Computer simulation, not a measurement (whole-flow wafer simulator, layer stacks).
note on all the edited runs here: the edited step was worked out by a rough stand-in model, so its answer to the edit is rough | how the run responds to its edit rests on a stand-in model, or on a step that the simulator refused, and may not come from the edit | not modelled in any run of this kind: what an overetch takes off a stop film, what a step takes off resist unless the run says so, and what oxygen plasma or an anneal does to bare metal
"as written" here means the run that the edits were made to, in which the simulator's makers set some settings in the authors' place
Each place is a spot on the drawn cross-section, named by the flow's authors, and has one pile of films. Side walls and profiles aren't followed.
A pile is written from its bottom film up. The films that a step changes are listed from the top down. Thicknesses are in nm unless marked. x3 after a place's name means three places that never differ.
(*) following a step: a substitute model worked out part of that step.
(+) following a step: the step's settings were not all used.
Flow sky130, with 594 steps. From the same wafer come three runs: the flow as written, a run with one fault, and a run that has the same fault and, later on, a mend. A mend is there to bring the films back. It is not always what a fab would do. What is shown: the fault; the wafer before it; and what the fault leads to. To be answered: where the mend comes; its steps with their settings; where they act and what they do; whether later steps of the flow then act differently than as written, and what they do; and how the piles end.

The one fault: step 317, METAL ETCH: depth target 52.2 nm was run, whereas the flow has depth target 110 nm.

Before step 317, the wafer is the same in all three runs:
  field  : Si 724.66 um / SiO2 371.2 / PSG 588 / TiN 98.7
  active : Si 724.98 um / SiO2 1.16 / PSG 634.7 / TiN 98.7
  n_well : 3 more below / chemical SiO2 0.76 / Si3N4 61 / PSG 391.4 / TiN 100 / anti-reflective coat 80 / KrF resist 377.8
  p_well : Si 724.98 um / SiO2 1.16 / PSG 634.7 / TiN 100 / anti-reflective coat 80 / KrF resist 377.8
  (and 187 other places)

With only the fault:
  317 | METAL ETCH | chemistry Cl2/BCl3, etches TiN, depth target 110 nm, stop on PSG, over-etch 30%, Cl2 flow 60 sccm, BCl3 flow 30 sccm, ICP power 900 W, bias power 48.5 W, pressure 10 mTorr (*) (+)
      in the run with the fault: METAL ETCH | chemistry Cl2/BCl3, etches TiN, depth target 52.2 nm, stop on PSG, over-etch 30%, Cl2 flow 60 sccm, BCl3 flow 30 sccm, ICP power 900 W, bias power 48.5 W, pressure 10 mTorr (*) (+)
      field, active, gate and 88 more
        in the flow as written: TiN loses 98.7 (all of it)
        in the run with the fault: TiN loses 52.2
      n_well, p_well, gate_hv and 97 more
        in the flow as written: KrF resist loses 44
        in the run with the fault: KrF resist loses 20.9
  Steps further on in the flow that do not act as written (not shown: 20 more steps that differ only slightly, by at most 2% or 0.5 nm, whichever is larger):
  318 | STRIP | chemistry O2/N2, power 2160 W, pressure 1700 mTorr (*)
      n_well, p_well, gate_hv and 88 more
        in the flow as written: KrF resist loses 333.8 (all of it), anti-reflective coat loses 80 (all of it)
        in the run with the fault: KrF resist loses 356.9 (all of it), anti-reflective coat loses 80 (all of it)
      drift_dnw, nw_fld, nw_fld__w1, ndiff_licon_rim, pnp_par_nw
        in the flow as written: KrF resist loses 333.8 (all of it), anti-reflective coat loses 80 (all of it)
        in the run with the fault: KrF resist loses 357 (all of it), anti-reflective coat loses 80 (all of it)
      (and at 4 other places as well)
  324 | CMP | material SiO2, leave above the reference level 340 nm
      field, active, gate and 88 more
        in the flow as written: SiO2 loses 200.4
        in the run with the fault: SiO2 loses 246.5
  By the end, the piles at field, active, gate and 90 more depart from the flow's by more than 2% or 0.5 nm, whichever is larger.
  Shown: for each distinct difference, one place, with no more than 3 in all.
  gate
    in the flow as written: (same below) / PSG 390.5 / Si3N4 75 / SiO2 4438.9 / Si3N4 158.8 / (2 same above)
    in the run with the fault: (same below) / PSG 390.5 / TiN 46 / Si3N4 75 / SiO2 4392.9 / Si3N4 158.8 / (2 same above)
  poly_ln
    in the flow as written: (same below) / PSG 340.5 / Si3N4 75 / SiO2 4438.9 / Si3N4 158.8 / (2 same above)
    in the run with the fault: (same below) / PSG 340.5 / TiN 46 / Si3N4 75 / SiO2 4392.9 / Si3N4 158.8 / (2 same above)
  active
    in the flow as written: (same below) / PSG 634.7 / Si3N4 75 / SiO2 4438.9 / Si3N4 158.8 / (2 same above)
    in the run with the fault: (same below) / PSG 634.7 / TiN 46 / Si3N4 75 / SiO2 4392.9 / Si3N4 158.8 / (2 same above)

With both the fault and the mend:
  After step 317 comes the mend.
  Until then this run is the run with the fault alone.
  317a | METAL ETCH | chemistry Cl2/BCl3, etches TiN, depth target 57.8 nm, stop on PSG, over-etch 30%, Cl2 flow 60 sccm, BCl3 flow 30 sccm, ICP power 900 W, bias power 48.5 W, pressure 10 mTorr (*) (+) (the flow's step 317, run once more with other settings)
      n_well, p_well, gate_hv and 97 more
        KrF resist loses 23.1
      field, active, gate and 88 more
        TiN loses 46.5 (all of it)
  Later steps of the flow that are run all act as written at every place that is followed.
  The piles end the same as the flow's at every place that both follow.
